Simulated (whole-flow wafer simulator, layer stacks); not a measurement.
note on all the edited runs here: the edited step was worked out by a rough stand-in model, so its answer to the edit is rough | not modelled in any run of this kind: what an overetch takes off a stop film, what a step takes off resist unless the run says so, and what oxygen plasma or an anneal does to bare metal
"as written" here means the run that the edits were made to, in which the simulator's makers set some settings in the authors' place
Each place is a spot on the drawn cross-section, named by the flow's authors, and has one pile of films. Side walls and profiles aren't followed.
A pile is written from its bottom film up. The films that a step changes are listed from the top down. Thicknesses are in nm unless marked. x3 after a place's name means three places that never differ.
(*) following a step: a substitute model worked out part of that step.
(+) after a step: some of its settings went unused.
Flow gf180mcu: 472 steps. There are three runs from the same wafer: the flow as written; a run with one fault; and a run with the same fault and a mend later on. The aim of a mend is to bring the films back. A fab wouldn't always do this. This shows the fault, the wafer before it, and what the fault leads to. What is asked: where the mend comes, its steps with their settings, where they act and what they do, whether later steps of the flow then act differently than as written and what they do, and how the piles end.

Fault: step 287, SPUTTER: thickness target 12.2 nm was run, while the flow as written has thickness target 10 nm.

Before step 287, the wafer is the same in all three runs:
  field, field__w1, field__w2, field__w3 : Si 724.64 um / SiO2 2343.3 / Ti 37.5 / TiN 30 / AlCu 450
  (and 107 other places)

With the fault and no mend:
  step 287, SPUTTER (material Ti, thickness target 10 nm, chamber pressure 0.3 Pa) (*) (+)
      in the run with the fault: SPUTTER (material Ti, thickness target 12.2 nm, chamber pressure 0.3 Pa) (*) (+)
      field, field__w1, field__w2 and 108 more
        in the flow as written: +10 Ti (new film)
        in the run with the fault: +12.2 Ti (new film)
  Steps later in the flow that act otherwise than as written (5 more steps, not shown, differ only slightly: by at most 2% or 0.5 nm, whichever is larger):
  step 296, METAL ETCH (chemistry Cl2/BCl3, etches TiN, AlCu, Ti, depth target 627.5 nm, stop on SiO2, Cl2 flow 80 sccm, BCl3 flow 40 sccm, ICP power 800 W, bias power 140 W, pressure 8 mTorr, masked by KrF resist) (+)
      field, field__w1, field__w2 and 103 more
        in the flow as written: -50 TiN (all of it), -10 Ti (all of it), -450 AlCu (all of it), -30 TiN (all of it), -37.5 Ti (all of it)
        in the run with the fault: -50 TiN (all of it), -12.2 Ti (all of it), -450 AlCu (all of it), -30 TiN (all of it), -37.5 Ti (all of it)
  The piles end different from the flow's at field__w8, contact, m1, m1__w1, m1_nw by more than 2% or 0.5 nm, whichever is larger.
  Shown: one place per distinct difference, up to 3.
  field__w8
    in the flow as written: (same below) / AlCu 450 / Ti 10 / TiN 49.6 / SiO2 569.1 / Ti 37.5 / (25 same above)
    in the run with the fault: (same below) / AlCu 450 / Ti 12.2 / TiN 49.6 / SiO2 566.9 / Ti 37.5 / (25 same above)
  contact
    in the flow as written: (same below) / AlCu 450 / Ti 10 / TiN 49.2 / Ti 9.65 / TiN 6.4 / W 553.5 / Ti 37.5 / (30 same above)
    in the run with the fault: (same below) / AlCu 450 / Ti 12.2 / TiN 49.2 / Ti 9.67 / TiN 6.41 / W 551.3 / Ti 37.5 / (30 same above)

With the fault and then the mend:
  After step 287 comes the mend.
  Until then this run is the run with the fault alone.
  step 287a, METAL ETCH (chemistry Cl2/BCl3, etches TiN, AlCu, Ti, depth target 2.2 nm, Cl2 flow 80 sccm, BCl3 flow 40 sccm, ICP power 800 W, bias power 140 W, pressure 8 mTorr) (the flow's step 260, run once more with other settings)
      field, field__w1, field__w2 and 108 more
        -2.2 Ti
  Later steps of the flow that are run all act as written at every place that is followed.
  The piles end the same as the flow's at every place that both follow.
